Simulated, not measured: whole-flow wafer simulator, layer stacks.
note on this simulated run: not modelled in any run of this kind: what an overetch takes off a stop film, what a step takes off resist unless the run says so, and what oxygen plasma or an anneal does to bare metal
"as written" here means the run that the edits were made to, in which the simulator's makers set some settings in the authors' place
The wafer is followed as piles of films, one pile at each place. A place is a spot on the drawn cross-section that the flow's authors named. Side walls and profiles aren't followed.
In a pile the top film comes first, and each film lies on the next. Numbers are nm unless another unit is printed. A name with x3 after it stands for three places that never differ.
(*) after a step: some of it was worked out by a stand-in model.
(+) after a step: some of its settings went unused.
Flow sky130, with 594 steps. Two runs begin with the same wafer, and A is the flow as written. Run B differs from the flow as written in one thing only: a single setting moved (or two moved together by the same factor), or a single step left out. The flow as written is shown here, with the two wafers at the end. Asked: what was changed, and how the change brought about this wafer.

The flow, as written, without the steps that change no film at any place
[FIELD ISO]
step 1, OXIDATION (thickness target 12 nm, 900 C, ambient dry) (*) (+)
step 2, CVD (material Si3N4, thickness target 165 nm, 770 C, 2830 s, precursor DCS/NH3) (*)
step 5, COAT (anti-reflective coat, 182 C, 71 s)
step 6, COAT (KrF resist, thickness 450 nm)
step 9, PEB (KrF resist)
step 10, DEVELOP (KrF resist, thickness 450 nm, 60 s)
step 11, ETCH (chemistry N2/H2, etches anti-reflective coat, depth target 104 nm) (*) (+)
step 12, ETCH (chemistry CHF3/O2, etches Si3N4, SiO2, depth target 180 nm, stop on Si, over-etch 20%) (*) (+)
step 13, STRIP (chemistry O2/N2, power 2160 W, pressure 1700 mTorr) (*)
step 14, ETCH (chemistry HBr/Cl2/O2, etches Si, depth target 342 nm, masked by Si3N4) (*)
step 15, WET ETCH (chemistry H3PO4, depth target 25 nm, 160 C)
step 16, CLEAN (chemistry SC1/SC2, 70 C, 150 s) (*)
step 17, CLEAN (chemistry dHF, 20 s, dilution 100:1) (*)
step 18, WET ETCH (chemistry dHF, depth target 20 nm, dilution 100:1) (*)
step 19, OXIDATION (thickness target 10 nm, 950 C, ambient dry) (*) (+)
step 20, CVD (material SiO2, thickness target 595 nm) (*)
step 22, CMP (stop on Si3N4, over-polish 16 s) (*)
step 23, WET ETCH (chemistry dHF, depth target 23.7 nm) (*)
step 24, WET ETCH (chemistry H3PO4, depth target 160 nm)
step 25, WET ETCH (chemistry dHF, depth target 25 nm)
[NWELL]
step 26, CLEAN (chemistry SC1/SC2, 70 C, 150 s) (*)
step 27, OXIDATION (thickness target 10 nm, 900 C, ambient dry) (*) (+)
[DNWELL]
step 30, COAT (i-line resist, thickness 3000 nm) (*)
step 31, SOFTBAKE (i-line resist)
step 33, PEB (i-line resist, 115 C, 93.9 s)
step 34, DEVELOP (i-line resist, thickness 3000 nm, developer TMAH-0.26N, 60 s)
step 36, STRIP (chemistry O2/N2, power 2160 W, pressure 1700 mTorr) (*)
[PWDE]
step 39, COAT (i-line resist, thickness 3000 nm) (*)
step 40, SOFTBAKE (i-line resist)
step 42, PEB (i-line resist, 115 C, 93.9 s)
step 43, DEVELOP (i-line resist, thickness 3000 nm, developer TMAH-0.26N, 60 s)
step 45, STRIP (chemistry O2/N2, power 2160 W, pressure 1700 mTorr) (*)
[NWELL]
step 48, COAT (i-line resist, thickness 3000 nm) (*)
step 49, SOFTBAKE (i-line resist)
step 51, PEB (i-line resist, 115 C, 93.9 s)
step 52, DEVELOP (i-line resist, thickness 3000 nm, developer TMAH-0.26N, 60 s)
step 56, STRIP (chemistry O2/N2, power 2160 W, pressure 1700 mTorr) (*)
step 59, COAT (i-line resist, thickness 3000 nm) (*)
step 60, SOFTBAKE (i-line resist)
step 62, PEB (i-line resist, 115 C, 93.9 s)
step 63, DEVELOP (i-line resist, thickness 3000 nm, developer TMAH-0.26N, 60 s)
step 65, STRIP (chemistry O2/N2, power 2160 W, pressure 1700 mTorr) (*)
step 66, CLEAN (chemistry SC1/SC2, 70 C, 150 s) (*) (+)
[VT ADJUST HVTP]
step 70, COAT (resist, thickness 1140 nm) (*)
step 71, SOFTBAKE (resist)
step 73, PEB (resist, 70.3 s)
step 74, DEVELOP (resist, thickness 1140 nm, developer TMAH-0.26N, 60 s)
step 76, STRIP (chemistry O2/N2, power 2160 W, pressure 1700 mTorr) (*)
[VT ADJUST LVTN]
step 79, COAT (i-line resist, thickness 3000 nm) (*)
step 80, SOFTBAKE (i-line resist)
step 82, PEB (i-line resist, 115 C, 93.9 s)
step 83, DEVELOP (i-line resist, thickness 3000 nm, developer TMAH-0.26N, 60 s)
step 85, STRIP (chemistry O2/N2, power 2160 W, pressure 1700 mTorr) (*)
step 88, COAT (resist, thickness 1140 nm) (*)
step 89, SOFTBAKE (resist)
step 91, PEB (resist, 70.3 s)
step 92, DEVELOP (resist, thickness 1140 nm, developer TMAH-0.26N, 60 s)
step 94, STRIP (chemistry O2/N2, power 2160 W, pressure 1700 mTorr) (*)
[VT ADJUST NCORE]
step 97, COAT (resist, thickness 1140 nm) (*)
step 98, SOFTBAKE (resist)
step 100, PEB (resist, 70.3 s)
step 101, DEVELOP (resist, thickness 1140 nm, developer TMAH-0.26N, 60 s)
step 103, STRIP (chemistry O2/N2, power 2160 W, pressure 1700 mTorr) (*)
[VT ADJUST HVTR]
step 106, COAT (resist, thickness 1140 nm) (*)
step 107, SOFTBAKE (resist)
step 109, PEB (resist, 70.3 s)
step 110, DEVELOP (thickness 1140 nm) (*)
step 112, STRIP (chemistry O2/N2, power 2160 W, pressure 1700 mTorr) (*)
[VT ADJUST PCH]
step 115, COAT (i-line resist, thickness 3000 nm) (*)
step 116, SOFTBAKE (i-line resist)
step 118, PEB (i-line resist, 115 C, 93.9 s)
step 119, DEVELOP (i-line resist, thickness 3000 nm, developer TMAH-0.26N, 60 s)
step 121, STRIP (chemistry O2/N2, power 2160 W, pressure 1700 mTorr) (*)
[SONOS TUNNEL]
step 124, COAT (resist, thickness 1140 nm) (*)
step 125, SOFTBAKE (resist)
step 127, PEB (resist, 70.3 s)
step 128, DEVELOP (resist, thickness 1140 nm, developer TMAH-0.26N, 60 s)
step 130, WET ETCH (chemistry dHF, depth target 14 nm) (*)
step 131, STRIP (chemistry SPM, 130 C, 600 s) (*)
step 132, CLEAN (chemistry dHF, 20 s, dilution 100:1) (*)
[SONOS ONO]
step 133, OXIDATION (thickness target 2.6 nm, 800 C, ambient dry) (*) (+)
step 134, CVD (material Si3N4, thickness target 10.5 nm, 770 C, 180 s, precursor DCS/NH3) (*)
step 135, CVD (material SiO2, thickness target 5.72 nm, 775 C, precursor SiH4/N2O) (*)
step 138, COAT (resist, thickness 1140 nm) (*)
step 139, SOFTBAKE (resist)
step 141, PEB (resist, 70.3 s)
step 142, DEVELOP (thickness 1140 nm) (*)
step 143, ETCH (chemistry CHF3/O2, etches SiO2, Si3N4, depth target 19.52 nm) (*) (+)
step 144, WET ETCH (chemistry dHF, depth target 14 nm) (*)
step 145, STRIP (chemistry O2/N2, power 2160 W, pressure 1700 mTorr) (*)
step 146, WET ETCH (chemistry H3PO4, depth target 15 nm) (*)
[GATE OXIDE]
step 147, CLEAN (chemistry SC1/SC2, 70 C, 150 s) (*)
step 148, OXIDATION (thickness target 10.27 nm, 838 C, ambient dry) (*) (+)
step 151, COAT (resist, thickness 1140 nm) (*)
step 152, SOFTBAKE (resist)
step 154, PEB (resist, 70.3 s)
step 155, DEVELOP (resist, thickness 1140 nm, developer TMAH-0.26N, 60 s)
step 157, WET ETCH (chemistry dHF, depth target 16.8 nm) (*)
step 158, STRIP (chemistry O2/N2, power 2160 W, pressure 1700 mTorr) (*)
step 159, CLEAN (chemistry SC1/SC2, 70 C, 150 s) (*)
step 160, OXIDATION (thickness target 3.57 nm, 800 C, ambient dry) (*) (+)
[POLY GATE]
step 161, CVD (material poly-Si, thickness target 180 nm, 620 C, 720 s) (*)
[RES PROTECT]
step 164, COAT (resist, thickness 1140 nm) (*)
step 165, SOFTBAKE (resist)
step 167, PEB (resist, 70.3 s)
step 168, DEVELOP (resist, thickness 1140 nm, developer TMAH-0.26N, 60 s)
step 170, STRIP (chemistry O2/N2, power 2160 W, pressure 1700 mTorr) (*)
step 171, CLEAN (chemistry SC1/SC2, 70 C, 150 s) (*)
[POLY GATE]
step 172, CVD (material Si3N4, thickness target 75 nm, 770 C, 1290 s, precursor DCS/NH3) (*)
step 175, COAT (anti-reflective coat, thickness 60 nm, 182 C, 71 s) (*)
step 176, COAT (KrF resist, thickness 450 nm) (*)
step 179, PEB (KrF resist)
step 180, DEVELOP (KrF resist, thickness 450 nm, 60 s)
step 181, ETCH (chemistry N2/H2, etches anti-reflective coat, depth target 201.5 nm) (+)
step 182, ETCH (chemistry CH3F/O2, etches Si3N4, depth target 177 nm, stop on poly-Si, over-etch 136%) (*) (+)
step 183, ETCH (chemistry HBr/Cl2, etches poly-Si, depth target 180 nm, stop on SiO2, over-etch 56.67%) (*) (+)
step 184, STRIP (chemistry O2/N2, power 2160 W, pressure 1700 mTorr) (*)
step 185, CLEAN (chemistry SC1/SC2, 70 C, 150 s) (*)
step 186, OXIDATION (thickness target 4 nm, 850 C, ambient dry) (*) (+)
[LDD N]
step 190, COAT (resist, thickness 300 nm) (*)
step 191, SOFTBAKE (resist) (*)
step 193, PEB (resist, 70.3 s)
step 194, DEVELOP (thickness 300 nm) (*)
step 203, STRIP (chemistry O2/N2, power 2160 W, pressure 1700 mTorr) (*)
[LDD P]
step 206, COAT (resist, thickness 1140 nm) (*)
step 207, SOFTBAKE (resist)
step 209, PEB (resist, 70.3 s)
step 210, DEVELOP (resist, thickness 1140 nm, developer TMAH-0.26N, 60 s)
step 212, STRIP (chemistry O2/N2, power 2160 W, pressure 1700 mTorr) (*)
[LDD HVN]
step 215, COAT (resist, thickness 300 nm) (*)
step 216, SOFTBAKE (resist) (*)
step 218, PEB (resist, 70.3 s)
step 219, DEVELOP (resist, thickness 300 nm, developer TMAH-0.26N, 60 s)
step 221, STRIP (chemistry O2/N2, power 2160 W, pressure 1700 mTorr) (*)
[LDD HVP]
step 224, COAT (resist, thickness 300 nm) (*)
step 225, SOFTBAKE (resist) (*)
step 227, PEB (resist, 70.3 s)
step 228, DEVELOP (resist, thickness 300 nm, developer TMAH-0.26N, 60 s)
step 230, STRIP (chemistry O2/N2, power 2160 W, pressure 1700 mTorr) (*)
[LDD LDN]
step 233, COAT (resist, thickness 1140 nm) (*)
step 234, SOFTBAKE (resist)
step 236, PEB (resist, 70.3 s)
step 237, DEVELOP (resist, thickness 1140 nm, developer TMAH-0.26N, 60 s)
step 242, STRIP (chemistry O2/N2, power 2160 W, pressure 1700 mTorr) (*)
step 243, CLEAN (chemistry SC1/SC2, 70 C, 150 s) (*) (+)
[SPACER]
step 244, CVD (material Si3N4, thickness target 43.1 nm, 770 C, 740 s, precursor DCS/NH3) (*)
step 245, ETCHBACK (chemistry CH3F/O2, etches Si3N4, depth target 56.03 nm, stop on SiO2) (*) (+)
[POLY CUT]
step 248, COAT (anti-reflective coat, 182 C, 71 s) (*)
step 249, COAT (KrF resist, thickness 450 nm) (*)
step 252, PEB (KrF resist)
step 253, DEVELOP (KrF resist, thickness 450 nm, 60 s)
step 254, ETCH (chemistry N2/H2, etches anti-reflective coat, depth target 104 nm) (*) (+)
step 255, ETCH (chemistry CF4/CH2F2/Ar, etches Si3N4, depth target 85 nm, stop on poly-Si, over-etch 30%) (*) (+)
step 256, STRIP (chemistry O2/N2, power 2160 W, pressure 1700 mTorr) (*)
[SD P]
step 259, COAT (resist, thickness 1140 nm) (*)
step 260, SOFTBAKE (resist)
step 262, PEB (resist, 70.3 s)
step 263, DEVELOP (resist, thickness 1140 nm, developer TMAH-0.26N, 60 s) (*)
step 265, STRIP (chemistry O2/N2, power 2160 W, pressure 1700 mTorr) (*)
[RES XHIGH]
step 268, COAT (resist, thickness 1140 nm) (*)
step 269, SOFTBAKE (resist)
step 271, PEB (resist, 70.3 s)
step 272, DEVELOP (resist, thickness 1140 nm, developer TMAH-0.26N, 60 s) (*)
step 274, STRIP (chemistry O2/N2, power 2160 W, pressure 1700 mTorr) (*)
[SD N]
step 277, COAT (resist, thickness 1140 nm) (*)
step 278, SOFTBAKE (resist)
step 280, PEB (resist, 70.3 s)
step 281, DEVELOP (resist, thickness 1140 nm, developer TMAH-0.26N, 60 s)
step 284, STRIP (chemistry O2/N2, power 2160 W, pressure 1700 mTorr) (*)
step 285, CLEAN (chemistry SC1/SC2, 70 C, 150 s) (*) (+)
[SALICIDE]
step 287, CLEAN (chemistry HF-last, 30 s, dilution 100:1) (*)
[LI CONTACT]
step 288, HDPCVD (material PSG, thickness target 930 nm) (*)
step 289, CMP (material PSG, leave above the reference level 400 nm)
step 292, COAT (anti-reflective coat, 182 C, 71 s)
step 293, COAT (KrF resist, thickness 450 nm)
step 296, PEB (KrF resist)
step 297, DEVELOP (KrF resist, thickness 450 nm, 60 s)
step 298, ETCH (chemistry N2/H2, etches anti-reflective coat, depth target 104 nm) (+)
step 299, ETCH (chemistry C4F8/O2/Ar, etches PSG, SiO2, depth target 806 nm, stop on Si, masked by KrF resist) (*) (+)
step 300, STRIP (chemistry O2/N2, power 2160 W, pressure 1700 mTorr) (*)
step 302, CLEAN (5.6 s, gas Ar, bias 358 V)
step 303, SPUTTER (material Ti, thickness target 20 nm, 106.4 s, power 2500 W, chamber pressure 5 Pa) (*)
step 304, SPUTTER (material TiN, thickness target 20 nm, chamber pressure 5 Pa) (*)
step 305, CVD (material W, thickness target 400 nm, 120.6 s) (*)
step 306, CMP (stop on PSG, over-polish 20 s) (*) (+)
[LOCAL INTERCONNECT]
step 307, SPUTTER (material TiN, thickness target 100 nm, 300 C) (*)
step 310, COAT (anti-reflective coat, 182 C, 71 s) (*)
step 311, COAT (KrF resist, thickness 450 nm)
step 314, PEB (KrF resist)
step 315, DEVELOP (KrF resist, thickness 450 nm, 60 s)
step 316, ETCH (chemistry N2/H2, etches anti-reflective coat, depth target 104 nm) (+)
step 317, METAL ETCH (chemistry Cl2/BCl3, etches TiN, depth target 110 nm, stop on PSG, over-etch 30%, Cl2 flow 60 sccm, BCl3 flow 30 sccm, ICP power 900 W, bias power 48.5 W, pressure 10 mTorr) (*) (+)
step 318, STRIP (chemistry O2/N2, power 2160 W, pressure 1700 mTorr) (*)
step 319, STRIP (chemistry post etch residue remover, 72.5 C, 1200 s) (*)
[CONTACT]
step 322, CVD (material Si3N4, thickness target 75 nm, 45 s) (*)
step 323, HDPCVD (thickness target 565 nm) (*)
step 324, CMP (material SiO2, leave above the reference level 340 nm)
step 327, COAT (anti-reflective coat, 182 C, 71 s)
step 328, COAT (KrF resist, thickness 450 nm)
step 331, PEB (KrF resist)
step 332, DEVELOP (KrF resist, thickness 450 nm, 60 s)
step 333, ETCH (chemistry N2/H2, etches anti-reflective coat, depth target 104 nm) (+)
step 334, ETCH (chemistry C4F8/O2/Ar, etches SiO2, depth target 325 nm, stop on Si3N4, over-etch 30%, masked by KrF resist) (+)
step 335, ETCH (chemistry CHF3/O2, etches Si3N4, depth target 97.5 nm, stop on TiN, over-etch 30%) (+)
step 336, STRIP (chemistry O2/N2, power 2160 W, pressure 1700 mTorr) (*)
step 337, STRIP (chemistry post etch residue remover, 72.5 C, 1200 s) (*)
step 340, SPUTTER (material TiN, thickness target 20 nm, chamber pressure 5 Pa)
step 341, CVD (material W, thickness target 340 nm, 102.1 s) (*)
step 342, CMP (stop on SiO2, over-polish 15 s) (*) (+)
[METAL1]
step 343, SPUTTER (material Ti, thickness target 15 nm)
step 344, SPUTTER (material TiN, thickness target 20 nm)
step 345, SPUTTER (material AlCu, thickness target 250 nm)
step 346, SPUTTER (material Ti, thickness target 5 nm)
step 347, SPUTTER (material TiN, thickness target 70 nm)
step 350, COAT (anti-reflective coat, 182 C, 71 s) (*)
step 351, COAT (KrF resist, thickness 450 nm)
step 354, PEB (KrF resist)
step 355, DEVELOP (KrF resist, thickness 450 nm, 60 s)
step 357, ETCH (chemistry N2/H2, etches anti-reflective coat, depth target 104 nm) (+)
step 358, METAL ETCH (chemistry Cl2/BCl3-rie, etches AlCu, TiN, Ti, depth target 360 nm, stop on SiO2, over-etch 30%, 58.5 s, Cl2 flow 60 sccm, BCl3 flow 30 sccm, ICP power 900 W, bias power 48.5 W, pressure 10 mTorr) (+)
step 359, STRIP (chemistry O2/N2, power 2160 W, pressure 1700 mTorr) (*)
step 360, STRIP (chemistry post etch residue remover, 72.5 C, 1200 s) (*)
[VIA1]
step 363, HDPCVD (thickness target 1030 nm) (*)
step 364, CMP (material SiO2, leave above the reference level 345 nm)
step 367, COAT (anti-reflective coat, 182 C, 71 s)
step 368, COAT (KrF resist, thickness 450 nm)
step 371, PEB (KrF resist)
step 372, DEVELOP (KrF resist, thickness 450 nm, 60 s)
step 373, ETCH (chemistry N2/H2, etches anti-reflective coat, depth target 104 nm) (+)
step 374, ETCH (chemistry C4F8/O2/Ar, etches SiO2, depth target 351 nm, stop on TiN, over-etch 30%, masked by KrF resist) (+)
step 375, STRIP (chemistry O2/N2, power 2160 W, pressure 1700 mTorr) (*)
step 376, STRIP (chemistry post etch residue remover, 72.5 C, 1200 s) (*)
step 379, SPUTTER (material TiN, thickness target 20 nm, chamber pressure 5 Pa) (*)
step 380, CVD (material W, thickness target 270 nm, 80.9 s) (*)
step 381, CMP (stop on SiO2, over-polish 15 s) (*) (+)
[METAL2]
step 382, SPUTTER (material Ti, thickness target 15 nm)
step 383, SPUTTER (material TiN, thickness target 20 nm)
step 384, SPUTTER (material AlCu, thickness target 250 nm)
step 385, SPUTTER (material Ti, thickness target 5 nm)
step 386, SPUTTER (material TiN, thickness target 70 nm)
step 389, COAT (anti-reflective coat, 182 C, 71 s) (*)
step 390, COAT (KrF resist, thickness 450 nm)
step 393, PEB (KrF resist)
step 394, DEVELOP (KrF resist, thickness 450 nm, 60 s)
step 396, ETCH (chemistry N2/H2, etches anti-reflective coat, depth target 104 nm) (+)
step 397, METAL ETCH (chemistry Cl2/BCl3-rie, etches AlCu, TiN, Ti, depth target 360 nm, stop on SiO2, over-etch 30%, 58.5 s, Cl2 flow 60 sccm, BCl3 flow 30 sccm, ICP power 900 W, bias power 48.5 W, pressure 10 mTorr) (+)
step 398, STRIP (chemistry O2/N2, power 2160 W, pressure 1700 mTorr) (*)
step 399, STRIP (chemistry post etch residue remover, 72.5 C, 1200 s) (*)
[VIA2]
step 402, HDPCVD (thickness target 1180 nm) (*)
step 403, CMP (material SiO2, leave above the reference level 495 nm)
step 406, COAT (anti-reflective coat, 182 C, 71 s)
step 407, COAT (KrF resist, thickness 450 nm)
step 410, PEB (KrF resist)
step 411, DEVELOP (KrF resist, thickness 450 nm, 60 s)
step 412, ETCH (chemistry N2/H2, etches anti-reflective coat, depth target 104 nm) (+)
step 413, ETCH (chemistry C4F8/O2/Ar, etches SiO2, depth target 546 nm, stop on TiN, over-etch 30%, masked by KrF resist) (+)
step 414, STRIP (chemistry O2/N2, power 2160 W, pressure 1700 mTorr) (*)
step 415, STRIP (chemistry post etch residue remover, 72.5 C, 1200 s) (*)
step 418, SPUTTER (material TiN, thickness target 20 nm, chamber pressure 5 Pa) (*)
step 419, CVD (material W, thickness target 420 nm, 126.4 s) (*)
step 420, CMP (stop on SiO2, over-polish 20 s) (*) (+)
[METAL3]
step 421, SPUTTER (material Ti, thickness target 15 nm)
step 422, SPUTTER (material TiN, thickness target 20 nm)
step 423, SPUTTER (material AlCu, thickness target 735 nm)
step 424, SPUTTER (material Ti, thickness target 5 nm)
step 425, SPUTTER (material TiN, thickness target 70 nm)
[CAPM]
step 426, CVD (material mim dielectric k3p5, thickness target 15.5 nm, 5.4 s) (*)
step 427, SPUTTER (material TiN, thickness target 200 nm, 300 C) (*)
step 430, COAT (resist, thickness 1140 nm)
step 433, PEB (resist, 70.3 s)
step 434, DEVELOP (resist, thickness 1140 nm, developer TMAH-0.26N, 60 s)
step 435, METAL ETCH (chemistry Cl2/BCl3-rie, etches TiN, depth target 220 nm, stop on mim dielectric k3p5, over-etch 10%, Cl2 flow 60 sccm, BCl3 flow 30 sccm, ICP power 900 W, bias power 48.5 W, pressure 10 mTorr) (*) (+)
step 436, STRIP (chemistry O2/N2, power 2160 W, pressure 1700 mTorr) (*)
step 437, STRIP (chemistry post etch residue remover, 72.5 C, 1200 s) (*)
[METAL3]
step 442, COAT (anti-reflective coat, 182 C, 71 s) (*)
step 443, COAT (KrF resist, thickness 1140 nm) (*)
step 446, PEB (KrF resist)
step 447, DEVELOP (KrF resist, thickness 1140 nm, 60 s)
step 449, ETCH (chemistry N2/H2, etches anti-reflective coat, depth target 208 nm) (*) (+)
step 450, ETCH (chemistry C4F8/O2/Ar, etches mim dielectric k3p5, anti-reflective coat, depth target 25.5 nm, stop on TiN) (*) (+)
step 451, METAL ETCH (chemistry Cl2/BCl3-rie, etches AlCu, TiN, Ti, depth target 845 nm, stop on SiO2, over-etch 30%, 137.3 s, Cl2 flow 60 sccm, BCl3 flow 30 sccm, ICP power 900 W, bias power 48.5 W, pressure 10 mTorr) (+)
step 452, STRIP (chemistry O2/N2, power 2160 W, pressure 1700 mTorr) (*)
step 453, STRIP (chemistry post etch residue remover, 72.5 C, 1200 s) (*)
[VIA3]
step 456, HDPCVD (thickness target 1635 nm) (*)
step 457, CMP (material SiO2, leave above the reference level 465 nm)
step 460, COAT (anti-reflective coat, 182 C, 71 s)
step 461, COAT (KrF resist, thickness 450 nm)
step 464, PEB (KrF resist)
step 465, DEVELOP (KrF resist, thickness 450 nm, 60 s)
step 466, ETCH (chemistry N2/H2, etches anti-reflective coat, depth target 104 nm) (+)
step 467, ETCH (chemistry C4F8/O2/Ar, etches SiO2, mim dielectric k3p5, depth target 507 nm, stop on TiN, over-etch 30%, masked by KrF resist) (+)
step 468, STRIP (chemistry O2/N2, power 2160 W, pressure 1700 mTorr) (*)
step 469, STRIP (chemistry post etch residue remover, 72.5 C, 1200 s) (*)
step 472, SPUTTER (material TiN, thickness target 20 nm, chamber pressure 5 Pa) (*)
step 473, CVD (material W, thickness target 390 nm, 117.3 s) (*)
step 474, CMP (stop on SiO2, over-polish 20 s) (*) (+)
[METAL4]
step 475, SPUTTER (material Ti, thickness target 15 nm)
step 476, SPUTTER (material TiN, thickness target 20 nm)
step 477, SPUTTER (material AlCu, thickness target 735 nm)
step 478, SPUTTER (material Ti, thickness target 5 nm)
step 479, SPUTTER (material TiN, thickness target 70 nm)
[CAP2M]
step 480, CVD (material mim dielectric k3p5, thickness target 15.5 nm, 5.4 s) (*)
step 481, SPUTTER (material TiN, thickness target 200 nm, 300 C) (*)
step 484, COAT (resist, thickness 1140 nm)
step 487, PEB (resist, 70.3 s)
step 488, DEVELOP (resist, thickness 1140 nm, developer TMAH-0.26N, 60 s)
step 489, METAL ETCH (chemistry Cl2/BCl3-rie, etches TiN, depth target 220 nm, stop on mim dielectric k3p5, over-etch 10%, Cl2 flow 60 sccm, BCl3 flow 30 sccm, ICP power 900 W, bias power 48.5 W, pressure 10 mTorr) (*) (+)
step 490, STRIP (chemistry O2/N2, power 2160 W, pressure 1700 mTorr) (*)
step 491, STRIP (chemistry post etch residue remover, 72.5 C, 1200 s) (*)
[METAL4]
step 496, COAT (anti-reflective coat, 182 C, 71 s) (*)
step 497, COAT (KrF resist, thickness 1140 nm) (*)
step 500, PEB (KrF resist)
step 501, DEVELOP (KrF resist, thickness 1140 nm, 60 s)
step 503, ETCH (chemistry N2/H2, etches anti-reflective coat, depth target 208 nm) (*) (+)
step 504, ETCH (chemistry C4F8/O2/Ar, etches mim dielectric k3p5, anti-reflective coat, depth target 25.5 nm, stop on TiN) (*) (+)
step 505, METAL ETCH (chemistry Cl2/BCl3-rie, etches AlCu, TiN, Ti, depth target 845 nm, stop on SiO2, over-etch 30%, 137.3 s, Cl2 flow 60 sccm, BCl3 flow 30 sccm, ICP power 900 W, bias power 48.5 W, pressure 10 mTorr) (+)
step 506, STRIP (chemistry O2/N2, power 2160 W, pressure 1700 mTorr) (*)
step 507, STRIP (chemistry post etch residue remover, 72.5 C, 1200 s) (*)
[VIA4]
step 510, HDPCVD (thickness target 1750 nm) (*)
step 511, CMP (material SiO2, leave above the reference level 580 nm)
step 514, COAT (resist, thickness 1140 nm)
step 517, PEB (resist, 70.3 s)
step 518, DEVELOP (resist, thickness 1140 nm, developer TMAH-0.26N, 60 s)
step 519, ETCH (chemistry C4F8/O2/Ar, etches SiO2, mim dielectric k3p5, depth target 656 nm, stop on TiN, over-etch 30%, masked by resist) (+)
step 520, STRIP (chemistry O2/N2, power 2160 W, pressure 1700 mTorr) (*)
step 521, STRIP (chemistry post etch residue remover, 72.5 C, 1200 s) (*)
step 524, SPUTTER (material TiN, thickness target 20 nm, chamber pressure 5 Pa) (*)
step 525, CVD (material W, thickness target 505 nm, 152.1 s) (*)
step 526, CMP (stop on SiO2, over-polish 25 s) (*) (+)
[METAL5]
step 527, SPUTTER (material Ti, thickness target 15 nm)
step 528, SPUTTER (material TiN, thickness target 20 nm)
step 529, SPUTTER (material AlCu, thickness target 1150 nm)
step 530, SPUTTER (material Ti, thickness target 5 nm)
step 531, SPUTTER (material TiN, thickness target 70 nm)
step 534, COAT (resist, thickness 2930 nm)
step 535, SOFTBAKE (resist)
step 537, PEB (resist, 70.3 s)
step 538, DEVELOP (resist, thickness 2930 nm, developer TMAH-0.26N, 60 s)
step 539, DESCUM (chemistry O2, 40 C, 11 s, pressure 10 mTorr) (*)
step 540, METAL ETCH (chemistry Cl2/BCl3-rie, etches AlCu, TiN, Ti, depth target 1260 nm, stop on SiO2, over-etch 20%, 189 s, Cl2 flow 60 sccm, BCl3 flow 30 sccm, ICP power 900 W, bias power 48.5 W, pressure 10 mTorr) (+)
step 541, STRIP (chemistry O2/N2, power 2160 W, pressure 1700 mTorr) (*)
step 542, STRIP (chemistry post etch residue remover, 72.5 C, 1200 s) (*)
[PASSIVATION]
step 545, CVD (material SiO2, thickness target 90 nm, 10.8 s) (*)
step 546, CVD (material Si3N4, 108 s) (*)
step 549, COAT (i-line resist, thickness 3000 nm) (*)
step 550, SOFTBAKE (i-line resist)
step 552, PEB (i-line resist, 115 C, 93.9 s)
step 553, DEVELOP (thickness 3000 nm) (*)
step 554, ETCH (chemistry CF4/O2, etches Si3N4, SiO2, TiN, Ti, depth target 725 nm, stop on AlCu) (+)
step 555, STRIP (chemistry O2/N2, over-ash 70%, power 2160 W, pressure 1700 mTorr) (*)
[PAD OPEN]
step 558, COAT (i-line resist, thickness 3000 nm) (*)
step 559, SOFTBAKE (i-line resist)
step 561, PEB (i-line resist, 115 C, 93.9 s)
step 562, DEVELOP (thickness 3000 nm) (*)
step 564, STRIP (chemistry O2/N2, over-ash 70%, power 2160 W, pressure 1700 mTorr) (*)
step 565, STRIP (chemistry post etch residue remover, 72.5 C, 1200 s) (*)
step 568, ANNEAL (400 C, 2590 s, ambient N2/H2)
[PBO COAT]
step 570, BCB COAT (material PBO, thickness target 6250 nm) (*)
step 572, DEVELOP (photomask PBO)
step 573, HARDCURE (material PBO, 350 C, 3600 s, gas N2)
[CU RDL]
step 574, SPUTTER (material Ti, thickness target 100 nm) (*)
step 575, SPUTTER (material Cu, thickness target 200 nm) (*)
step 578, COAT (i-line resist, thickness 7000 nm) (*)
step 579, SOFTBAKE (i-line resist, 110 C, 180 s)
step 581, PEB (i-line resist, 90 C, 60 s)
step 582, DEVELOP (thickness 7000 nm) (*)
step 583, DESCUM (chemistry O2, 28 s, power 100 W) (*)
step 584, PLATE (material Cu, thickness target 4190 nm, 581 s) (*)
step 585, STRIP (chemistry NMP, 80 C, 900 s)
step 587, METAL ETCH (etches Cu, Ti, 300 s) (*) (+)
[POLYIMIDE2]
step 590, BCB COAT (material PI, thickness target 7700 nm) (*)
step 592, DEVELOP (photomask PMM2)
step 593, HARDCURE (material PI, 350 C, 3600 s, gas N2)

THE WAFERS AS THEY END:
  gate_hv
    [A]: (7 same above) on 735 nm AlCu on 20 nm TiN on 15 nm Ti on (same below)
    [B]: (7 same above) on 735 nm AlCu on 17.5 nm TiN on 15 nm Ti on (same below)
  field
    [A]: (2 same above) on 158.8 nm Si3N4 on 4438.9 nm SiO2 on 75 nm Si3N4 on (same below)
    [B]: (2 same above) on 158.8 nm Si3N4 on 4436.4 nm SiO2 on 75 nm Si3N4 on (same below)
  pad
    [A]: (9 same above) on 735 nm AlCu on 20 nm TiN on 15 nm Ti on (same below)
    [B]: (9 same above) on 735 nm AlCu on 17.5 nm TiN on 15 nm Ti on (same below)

What caused this: step 476, SPUTTER: thickness target 17.5 nm was run, though the flow has thickness target 20 nm.
One can read it off the wafer: gate_hv has TiN 17.5, and step 476 as written asks for 20 nm.

How this came from the change, step by step:
  step 476, SPUTTER (material TiN, thickness target 20 nm)
      field, active, n_well and 189 more: A TiN gains 20 (new film) | B TiN gains 17.5 (new film)
  step 505, METAL ETCH (chemistry Cl2/BCl3-rie, etches AlCu, TiN, Ti, depth target 845 nm, stop on SiO2, over-etch 30%, 137.3 s, Cl2 flow 60 sccm, BCl3 flow 30 sccm, ICP power 900 W, bias power 48.5 W, pressure 10 mTorr) (+)
      field, gate, spacer and 68 more: A TiN loses 70 (all of it), Ti loses 5 (all of it), AlCu loses 735 (all of it), TiN loses 20 (all of it), Ti loses 15 (all of it), SiO2 loses 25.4 | B TiN loses 70 (all of it), Ti loses 5 (all of it), AlCu loses 735 (all of it), TiN loses 17.5 (all of it), Ti loses 15 (all of it), SiO2 loses 25.6
      active, vpp_iso1, mim_edge_plate and 14 more: A TiN loses 70 (all of it), Ti loses 5 (all of it), AlCu loses 735 (all of it), TiN loses 20 (all of it), Ti loses 15 (all of it), SiO2 loses 25.3 | B TiN loses 70 (all of it), Ti loses 5 (all of it), AlCu loses 735 (all of it), TiN loses 17.5 (all of it), Ti loses 15 (all of it), SiO2 loses 25.6
